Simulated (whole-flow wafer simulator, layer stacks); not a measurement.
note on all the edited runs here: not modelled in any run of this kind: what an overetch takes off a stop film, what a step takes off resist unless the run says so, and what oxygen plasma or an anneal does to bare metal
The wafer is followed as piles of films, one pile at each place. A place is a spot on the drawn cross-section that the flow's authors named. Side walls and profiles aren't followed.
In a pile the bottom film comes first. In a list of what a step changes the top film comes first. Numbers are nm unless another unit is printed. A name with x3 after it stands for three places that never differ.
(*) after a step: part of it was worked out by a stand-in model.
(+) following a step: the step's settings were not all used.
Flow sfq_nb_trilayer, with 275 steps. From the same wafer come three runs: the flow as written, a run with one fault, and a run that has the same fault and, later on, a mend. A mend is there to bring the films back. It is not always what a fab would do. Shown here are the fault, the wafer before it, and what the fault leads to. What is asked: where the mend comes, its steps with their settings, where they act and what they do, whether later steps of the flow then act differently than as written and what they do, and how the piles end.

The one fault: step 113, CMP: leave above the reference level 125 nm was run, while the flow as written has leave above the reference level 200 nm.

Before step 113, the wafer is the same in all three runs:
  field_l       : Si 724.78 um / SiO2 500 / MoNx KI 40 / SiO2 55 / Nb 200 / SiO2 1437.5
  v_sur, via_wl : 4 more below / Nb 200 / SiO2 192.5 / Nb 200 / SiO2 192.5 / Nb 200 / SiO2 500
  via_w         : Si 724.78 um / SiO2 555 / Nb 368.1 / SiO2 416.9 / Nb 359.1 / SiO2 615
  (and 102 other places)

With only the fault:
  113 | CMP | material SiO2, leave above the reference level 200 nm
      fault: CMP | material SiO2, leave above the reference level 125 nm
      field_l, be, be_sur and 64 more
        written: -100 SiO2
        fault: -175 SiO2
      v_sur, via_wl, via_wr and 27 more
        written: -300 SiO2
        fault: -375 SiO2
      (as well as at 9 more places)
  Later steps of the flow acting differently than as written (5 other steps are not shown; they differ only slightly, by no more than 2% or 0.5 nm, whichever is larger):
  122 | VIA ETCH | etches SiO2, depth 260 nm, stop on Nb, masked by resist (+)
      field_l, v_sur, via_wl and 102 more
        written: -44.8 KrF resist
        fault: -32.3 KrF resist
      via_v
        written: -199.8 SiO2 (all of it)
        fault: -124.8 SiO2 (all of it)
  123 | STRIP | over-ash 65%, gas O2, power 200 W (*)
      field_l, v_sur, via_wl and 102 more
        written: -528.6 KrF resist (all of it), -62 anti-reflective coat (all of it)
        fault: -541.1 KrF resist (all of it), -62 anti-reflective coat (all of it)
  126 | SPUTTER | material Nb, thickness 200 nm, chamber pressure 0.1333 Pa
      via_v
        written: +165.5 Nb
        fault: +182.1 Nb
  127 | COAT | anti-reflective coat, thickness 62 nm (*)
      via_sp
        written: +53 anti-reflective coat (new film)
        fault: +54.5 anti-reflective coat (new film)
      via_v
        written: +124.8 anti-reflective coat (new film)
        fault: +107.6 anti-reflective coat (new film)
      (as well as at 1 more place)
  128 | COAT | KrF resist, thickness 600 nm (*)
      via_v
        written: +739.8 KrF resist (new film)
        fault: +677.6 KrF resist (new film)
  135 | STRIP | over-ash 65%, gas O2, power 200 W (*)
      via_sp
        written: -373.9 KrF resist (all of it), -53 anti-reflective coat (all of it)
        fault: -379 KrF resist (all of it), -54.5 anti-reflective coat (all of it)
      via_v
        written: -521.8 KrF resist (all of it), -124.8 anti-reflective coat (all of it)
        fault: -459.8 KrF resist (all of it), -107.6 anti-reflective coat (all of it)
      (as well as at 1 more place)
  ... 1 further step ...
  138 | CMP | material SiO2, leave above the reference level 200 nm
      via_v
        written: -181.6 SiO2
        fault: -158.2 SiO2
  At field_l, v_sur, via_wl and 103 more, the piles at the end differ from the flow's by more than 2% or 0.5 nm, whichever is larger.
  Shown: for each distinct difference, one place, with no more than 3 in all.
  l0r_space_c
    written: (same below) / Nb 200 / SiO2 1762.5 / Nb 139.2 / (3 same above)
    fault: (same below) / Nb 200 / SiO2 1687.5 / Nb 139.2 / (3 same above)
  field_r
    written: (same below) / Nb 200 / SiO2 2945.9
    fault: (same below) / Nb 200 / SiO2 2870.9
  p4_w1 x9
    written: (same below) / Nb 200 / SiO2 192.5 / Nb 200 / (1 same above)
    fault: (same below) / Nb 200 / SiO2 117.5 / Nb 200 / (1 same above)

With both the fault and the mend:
  The mend follows step 120.
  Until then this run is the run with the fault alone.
  120a | STRIP | over-ash 65%, gas O2, power 200 W (*)
      field_l, v_sur, via_wl and 102 more
        -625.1 KrF resist (all of it), -62 anti-reflective coat (all of it)
      via_v
        -62 anti-reflective coat (all of it)
  120b | PECVD | material SiO2, thickness 75 nm, 150 C, 16.67 s, RF power 183.3 W, pressure 2.4 Torr, precursor SiH4/N2O (the flow's step 112 again, with other settings)
      field_l, v_sur, via_wl and 103 more
        +75 SiO2
  120c | COAT | anti-reflective coat, thickness 62 nm (the flow's step 115 again)
      field_l, v_sur, via_wl and 103 more
        +62 anti-reflective coat (new film)
  120d | COAT | KrF resist, thickness 650 nm (the flow's step 116 again)
      field_l, v_sur, via_wl and 103 more
        +650 KrF resist (new film)
  120e | SOFTBAKE | KrF resist (the flow's step 117 again)
      alters no film at any place that is followed
  120f | EXPOSE | photomask I3, dose 11.91 mJ/cm2, NA 0.6, wavelength 248 nm (*) (the flow's step 118 again)
      alters no film at any place that is followed
  120g | PEB | KrF resist, 90 s (the flow's step 119 again)
      field_l, v_sur, via_wl and 103 more
        -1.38 KrF resist
  120h | DEVELOP | KrF resist, thickness 650 nm, 60 s (the flow's step 120 again)
      field_l, v_sur, via_wl and 102 more
        -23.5 KrF resist
      via_v
        -648.6 KrF resist (all of it)
  Every later step of the flow that is run acts as written, at every place that is followed, to within 2% or 0.5 nm, whichever is larger.
  At every place that both follow, the piles at the end match the flow's.
